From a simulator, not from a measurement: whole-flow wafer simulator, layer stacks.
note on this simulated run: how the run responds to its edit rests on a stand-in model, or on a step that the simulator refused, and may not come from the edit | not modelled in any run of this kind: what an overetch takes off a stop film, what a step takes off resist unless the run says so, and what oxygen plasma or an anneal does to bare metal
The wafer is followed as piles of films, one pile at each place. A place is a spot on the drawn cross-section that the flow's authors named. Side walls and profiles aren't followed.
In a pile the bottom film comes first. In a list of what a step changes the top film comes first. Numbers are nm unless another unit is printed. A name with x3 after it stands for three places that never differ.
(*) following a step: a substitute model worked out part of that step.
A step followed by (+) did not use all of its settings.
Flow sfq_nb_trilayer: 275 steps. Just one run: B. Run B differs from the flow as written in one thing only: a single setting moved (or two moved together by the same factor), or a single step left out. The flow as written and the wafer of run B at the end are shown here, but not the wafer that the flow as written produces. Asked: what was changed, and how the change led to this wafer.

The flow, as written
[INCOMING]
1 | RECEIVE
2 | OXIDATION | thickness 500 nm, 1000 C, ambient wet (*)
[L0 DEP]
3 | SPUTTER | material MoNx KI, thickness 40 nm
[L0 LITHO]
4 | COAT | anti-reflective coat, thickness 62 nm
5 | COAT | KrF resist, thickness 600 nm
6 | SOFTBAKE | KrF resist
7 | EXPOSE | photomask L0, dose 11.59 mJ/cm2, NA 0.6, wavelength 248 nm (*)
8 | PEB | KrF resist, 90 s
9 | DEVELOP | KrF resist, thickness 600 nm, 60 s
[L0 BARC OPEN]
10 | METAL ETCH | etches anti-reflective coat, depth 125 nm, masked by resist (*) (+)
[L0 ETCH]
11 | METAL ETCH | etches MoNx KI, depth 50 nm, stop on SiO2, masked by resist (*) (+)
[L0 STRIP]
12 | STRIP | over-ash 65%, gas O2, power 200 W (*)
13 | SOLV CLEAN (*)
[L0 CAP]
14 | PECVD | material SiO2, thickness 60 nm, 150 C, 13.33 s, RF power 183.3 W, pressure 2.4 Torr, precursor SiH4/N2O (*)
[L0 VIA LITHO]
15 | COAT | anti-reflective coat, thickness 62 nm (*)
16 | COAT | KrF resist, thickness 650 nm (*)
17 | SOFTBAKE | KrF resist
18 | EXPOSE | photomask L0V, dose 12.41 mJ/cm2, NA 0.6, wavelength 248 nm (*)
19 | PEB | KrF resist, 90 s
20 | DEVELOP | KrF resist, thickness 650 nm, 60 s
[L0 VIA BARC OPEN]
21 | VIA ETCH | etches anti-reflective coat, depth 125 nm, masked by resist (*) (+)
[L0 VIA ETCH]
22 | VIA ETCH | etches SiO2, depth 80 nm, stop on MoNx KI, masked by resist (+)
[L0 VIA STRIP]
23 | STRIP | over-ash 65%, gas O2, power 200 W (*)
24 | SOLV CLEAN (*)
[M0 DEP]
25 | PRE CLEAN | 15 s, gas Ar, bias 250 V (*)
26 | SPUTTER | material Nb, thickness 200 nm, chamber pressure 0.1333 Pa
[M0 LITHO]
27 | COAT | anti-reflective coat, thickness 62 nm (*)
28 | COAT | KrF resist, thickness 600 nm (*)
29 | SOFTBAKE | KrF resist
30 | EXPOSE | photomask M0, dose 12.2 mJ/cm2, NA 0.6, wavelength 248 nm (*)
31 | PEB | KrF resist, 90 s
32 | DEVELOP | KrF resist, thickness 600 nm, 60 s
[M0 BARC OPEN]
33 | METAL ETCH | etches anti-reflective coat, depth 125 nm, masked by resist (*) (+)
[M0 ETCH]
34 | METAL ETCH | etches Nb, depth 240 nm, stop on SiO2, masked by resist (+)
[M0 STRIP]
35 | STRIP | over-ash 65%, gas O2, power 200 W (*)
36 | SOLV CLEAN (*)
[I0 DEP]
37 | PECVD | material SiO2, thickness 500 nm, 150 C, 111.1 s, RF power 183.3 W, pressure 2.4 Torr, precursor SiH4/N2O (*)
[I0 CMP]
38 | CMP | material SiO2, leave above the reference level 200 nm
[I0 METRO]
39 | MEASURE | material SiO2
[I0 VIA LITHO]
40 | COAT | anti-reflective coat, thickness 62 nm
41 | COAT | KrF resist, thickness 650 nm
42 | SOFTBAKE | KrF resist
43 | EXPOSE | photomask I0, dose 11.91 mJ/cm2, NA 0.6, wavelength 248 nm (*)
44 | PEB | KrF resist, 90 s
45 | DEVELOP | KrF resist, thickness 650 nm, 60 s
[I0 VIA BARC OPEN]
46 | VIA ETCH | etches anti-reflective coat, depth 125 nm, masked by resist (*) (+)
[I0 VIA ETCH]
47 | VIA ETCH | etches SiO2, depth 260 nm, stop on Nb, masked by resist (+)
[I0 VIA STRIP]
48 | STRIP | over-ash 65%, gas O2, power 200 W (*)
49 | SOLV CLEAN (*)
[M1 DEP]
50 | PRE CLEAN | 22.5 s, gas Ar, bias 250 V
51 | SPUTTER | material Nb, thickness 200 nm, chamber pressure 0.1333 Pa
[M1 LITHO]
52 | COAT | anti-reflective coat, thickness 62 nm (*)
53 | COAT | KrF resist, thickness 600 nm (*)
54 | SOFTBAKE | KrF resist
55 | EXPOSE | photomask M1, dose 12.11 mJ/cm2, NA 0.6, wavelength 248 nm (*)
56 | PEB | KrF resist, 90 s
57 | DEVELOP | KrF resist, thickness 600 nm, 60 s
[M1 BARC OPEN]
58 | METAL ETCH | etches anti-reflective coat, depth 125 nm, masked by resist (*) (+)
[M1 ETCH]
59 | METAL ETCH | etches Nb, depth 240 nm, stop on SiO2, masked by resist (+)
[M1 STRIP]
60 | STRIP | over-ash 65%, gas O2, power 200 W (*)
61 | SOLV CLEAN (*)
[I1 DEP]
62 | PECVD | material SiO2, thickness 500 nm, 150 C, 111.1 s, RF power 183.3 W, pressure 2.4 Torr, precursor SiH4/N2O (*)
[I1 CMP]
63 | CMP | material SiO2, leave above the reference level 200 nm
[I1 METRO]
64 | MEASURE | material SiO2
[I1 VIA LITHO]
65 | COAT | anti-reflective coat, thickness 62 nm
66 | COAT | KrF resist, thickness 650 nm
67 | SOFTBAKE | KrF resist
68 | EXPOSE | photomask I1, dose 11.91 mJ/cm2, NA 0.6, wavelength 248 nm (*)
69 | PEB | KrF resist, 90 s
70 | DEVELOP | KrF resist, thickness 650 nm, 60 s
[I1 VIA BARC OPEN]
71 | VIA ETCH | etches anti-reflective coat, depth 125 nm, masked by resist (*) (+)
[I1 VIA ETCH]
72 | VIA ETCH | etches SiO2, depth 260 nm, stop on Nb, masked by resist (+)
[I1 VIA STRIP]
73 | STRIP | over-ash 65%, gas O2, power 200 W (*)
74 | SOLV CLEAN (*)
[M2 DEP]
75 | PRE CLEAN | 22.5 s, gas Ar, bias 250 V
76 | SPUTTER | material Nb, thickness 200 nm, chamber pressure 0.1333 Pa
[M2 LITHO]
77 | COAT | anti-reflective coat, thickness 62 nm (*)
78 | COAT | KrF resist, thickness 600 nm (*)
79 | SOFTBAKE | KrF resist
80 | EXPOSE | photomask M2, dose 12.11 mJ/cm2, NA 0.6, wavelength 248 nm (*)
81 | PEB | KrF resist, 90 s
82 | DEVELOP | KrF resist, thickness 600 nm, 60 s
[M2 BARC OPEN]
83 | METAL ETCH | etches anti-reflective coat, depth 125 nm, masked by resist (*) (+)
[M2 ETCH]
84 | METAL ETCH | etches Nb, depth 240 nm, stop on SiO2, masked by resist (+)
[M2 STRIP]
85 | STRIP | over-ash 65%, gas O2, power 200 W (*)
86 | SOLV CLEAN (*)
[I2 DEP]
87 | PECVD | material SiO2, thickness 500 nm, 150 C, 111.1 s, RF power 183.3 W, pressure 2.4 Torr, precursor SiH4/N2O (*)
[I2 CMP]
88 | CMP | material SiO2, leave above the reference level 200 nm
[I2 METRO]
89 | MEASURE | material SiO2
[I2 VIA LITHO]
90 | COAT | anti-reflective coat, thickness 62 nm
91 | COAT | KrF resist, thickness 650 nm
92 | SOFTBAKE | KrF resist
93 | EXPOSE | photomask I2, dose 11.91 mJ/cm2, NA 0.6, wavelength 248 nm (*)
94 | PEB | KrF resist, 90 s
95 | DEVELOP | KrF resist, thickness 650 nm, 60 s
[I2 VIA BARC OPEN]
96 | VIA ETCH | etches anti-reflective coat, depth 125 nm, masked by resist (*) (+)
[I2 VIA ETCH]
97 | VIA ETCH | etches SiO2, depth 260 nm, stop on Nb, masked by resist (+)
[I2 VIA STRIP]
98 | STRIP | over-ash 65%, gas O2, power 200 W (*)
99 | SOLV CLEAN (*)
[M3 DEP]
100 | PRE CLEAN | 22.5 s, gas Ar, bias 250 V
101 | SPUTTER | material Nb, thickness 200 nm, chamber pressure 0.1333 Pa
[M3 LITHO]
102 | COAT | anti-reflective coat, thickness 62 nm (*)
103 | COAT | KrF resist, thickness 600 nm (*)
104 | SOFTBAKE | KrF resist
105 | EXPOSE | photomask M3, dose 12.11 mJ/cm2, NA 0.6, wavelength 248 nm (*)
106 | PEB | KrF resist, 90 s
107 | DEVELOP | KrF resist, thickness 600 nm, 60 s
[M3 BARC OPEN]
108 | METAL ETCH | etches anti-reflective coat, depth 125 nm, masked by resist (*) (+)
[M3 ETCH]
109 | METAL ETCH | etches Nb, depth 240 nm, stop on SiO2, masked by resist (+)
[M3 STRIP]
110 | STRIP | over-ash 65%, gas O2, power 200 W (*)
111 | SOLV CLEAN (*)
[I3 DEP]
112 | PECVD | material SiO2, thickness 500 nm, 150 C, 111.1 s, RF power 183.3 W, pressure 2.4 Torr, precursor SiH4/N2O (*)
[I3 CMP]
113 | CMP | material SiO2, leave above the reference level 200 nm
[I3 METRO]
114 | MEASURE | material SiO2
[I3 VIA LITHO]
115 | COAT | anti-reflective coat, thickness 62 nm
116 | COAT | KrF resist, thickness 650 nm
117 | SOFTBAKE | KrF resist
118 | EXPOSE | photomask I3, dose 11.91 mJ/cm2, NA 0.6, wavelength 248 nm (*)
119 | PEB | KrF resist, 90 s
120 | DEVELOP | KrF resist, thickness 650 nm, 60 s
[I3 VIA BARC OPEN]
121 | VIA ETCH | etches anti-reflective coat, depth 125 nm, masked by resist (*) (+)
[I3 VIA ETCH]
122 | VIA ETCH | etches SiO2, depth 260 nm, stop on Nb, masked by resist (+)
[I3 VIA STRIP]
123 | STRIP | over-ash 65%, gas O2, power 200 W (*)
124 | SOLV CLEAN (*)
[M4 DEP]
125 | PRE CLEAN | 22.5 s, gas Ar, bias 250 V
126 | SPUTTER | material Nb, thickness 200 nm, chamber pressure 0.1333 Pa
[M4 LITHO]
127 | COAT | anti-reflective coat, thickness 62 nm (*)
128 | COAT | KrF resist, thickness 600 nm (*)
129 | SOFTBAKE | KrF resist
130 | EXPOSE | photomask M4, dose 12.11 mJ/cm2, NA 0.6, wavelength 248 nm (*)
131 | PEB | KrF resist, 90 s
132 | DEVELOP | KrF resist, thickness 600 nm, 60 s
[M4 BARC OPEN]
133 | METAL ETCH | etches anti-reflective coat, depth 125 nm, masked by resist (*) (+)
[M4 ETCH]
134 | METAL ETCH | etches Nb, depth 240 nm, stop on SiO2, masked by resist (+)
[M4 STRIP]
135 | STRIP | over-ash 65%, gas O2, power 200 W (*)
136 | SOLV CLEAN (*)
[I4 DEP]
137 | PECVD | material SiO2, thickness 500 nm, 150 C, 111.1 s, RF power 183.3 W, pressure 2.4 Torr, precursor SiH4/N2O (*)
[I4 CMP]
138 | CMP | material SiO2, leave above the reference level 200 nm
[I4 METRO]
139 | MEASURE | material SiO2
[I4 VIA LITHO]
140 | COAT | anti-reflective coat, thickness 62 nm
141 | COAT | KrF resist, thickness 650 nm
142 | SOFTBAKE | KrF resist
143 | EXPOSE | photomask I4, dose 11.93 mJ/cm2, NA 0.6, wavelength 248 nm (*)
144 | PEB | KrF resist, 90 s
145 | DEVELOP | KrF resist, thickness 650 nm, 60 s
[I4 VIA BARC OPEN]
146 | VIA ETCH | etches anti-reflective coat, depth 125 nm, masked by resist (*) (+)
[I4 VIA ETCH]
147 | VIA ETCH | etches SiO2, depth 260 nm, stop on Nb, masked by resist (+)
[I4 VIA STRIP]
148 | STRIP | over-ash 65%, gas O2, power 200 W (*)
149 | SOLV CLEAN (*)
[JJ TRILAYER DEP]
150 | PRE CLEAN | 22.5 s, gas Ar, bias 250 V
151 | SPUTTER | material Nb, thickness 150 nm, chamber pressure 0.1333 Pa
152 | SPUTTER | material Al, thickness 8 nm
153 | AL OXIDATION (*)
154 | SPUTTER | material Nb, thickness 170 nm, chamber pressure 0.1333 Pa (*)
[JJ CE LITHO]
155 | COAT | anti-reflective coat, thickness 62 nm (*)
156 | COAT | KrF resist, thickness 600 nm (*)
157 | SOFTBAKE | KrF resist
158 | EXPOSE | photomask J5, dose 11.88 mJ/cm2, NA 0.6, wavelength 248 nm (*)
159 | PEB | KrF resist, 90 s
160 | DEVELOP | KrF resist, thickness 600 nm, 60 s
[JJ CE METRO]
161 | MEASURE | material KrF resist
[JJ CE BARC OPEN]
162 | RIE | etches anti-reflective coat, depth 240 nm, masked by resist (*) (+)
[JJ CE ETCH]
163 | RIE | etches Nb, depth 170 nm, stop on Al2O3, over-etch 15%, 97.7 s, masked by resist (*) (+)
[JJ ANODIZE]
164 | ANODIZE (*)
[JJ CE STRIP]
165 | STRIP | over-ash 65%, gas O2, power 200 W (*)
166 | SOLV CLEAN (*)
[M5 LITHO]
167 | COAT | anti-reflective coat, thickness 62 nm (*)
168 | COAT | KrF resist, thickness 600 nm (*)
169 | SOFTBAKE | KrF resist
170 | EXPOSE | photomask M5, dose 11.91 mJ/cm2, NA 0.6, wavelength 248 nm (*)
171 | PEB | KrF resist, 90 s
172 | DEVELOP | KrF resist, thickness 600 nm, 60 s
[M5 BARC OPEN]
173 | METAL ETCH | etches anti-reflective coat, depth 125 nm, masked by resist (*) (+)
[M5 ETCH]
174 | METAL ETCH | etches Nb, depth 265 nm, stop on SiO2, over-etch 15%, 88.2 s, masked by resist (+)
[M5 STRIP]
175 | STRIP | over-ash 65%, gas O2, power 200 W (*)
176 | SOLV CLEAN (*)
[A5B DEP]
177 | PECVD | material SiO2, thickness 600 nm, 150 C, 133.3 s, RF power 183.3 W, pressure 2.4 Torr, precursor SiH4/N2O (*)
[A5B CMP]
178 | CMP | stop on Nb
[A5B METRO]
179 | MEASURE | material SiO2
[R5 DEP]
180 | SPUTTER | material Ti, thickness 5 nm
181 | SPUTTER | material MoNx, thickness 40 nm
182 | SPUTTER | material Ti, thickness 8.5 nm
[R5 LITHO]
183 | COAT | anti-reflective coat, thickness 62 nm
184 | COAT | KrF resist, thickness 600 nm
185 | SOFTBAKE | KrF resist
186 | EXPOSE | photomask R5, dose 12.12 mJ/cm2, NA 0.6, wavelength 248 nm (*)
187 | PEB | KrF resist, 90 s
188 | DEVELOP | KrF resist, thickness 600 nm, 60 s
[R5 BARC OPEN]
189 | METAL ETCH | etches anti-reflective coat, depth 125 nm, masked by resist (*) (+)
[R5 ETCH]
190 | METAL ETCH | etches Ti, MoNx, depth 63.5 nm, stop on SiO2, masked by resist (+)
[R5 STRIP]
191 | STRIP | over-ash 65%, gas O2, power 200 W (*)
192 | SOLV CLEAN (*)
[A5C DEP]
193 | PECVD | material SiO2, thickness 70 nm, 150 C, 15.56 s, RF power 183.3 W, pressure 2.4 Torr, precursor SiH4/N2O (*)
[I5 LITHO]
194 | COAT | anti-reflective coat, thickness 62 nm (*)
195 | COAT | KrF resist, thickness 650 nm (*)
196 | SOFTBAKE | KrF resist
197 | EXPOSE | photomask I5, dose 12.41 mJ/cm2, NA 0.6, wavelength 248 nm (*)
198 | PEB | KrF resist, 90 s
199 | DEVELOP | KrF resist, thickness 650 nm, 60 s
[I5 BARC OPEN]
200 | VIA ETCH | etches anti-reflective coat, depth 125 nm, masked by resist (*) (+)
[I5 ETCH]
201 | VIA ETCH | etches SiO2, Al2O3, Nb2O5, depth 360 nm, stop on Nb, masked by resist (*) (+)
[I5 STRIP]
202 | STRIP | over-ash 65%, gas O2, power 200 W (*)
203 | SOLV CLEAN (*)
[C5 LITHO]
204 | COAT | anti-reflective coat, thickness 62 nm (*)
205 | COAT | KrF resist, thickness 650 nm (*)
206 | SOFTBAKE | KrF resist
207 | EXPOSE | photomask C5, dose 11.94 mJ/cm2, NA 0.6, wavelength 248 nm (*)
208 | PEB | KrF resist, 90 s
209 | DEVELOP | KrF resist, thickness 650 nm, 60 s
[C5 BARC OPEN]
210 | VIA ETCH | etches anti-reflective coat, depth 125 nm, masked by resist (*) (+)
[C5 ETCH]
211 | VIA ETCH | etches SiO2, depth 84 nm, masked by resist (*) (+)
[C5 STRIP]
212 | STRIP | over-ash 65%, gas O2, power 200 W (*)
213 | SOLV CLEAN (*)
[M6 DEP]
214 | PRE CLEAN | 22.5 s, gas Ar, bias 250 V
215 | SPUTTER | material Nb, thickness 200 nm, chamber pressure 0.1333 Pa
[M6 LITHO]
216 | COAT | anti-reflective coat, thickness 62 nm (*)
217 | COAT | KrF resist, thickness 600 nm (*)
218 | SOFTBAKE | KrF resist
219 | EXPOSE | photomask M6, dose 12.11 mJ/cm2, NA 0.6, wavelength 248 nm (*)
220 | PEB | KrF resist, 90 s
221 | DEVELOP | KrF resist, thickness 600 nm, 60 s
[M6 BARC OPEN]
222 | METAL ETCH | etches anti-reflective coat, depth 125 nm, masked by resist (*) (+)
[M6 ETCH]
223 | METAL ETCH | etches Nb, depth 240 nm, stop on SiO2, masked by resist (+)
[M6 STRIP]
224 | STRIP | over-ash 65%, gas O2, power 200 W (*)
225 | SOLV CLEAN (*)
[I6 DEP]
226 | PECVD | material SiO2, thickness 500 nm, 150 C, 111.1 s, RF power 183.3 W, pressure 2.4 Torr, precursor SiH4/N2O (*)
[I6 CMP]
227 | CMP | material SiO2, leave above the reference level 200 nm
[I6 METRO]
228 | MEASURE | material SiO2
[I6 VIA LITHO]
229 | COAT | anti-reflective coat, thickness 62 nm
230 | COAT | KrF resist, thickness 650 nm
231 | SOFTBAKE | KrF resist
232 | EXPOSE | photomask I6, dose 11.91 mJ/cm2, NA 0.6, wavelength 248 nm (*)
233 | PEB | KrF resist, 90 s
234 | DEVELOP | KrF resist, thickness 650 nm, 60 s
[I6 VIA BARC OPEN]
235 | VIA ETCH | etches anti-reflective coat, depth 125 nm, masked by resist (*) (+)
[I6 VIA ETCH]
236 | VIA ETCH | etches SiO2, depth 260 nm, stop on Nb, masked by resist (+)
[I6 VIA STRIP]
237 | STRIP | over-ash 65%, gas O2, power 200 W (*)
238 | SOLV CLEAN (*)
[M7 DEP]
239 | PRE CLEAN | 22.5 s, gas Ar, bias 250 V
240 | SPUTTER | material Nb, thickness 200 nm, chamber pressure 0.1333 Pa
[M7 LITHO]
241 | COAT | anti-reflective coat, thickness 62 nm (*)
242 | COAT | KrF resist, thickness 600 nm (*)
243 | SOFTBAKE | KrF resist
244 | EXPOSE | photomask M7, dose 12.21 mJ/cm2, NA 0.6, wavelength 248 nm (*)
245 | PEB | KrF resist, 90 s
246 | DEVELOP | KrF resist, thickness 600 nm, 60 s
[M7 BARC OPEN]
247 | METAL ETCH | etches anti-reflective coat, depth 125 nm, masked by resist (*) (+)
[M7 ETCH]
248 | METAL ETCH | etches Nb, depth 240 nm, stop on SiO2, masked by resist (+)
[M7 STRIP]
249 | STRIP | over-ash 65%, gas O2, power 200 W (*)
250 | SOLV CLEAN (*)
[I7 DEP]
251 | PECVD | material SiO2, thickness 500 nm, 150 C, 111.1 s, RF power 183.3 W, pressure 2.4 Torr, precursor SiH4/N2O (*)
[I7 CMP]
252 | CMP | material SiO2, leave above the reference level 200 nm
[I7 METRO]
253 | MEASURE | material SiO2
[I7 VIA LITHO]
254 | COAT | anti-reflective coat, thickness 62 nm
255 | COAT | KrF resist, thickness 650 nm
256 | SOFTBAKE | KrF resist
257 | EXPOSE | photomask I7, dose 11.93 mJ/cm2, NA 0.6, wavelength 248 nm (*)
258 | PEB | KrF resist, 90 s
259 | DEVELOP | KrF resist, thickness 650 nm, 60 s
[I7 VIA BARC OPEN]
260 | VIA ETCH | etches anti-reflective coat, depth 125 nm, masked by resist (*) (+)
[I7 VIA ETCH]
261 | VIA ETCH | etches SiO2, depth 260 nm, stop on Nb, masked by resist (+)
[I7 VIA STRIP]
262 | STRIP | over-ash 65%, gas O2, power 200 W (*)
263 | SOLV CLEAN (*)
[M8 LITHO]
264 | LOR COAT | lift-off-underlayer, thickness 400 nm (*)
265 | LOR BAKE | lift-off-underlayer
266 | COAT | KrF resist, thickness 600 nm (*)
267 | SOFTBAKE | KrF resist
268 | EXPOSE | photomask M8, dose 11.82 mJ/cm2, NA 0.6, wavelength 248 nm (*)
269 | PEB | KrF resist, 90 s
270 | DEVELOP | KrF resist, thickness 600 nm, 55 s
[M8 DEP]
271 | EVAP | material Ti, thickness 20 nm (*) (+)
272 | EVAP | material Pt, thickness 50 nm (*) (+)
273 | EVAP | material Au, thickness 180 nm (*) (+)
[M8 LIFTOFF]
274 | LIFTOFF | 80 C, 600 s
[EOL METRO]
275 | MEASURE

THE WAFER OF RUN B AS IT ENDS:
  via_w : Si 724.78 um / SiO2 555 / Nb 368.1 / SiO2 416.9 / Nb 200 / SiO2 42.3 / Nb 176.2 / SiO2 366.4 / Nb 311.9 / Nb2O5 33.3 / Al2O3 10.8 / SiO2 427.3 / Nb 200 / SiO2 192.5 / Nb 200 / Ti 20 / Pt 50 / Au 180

The reason: step 97, VIA ETCH: depth 150 nm was run, whereas the flow has depth 260 nm.

How this came from the change, step by step:
  97 | VIA ETCH | etches SiO2, depth 260 nm, stop on Nb, masked by resist (+)
      via_w: -150 SiO2 (it would be, as written: -199.8 SiO2 (all of it))
      field_l, v_sur, via_wl and 102 more: -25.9 KrF resist (it would be, as written: -44.8 KrF resist)
  98 | STRIP | over-ash 65%, gas O2, power 200 W (*)
      field_l, v_sur, via_wl and 102 more: -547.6 KrF resist (all of it), -62 anti-reflective coat (all of it) (it would be, as written: -528.6 KrF resist (all of it), -62 anti-reflective coat (all of it))
  100 | PRE CLEAN | 22.5 s, gas Ar, bias 250 V
      via_w: -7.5 SiO2 (it would be, as written: -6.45 Nb)
  101 | SPUTTER | material Nb, thickness 200 nm, chamber pressure 0.1333 Pa
      via_w: +176.2 Nb (new film) (it would be, as written: +165.5 Nb)
  102 | COAT | anti-reflective coat, thickness 62 nm (*)
      via_w: +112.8 anti-reflective coat (new film) (it would be, as written: +124.8 anti-reflective coat (new film))
  103 | COAT | KrF resist, thickness 600 nm (*)
      via_w: +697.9 KrF resist (new film) (it would be, as written: +737.9 KrF resist (new film))
  110 | STRIP | over-ash 65%, gas O2, power 200 W (*)
      via_w: -480.1 KrF resist (all of it), -112.8 anti-reflective coat (all of it) (it would be, as written: -520 KrF resist (all of it), -124.8 anti-reflective coat (all of it))
  112 | PECVD | material SiO2, thickness 500 nm, 150 C, 111.1 s, RF power 183.3 W, pressure 2.4 Torr, precursor SiH4/N2O (*)
      via_w: +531 SiO2 (new film) (it would be, as written: +615 SiO2 (new film))
  113 | CMP | material SiO2, leave above the reference level 200 nm
      via_w: -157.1 SiO2 (it would be, as written: -181.6 SiO2)
If metal films that touch count as one body, via_w has 6 bodies (between them, from the top down: SiO2 192.5; SiO2 427.3 / Al2O3 10.8 / Nb2O5 33.3; SiO2 366.4; SiO2 42.3; SiO2 416.9); the flow as written gives 5 bodies (between them, from the top down: SiO2 192.5; SiO2 427.3 / Al2O3 10.8 / Nb2O5 33.3; SiO2 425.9; SiO2 416.9).
